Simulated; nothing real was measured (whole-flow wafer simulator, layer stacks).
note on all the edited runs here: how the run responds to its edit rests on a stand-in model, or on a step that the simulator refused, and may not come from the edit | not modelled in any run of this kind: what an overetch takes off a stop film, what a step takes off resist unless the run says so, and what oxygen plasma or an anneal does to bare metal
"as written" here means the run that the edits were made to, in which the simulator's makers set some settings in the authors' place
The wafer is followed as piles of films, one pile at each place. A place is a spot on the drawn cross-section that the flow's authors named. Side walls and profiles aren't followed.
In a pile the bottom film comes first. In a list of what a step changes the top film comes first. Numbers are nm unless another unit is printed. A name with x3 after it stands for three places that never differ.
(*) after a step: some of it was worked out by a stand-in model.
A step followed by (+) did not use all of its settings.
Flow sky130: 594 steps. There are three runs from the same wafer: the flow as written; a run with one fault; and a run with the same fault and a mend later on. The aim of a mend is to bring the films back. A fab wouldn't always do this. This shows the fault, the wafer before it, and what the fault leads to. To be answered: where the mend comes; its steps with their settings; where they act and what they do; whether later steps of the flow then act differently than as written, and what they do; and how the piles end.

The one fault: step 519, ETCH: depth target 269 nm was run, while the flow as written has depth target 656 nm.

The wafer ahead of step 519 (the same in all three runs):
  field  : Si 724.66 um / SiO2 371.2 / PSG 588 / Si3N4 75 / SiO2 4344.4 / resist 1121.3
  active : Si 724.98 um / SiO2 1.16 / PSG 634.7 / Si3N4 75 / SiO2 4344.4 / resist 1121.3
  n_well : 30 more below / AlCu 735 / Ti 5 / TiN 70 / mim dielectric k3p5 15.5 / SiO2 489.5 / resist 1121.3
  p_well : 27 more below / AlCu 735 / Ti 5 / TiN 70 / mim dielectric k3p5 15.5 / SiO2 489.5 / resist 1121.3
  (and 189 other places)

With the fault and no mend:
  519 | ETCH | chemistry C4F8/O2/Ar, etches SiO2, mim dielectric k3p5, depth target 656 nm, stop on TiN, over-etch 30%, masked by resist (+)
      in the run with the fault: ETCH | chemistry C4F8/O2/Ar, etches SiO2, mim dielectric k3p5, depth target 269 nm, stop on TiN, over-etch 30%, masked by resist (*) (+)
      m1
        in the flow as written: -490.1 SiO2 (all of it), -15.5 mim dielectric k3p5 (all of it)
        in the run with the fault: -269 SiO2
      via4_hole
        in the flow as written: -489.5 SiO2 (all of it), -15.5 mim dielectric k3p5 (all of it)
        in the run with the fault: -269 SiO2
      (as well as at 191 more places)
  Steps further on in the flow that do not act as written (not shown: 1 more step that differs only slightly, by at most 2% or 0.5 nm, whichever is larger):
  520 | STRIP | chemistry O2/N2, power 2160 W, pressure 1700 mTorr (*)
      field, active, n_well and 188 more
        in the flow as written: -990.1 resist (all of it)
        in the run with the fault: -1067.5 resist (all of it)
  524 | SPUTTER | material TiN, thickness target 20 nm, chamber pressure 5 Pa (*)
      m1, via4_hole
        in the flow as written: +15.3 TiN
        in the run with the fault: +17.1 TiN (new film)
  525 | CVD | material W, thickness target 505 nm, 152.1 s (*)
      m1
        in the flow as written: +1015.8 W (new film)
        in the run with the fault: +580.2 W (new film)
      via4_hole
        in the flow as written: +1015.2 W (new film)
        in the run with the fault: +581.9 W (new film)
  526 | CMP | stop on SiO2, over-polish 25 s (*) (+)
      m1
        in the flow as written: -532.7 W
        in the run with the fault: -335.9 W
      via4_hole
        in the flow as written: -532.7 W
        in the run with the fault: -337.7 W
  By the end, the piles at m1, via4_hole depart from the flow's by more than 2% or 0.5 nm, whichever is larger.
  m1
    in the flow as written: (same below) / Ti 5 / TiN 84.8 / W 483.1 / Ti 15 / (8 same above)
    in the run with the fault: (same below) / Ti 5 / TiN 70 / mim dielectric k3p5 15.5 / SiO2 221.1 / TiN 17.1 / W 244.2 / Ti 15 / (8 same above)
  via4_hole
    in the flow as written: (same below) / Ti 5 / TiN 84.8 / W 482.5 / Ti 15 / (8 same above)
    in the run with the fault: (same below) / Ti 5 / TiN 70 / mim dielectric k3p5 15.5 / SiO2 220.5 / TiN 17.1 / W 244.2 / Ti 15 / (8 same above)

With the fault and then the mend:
  After step 521 comes the mend.
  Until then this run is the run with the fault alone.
  521a | DEHYDRATE | 200 C, 60 s (a further turn of the flow's step 512)
      leaves every film unchanged at each place that is followed
  521b | HMDS | 120 C, 60 s (a further turn of the flow's step 513)
      leaves every film unchanged at each place that is followed
  521c | COAT | resist, thickness 1140 nm (*) (a further turn of the flow's step 514)
      gate_hv, mim, dice_street and 116 more
        +1140 resist (new film)
      n_well, p_well, sd_n and 8 more
        +1139.6 resist (new film)
      gate_p_sd, active_p, gate_p_hvt_sd and 7 more
        +1139.8 resist (new film)
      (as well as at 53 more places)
  521d | SOFTBAKE | resist (a further turn of the flow's step 515)
      via2_enc, via3_hole
        -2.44 resist
      active
        +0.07 resist
      gate
        +0.1 resist
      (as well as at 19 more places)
  521e | EXPOSE | photomask VIM4, dose 133.8 mJ/cm2, NA 0.6, wavelength 365 nm (*) (a further turn of the flow's step 516)
      leaves every film unchanged at each place that is followed
  521f | PEB | resist, 70.3 s (a further turn of the flow's step 517)
      field, active, n_well and 173 more
        -18.7 resist
      pplus_nw, pwell_dnw, poly_endcap, via1_hole, via1_enc, via2_hole, via2_enc, via3_hole
        -18.6 resist
      sonos_cell, nwell_res, iso_guard, via3_enc, via4_enc, sonos_guard, sonos_guard_hv
        -18.5 resist
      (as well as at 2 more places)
  521g | DEVELOP | resist, thickness 1140 nm, developer TMAH-0.26N, 60 s (a further turn of the flow's step 518)
      gate, pplus_nw, dnw_fox and 7 more
        -0.02 resist
      m1
        -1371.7 resist (all of it)
      via4_hole
        -1371.4 resist (all of it)
  521h | ETCH | chemistry C4F8/O2/Ar, etches SiO2, mim dielectric k3p5, depth target 387 nm, stop on TiN, over-etch 30%, masked by resist (+) (a further turn of the flow's step 519, with different settings)
      field, active, n_well and 188 more
        -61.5 resist
      m1
        -221.1 SiO2 (all of it), -15.5 mim dielectric k3p5 (all of it)
      via4_hole
        -220.5 SiO2 (all of it), -15.5 mim dielectric k3p5 (all of it)
  521i | STRIP | chemistry O2/N2, power 2160 W, pressure 1700 mTorr (*) (a further turn of the flow's step 520)
      gate_hv, mim, dice_street and 116 more
        -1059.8 resist (all of it)
      n_well, p_well, sd_n and 7 more
        -1059.4 resist (all of it)
      gate_lg10, gate_lvt_sd, active_lvt, gate_p_sd, active_p, gate_p_hvt_sd, active_p_hvt, field_nw
        -1059.5 resist (all of it)
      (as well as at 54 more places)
  521j | STRIP | chemistry post etch residue remover, 72.5 C, 1200 s (*) (a further turn of the flow's step 521)
      m1, via4_hole
        -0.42 TiN
  Every later step of the flow that is run acts as written at every place that is followed.
  At every place that both follow, the piles at the end match the flow's.
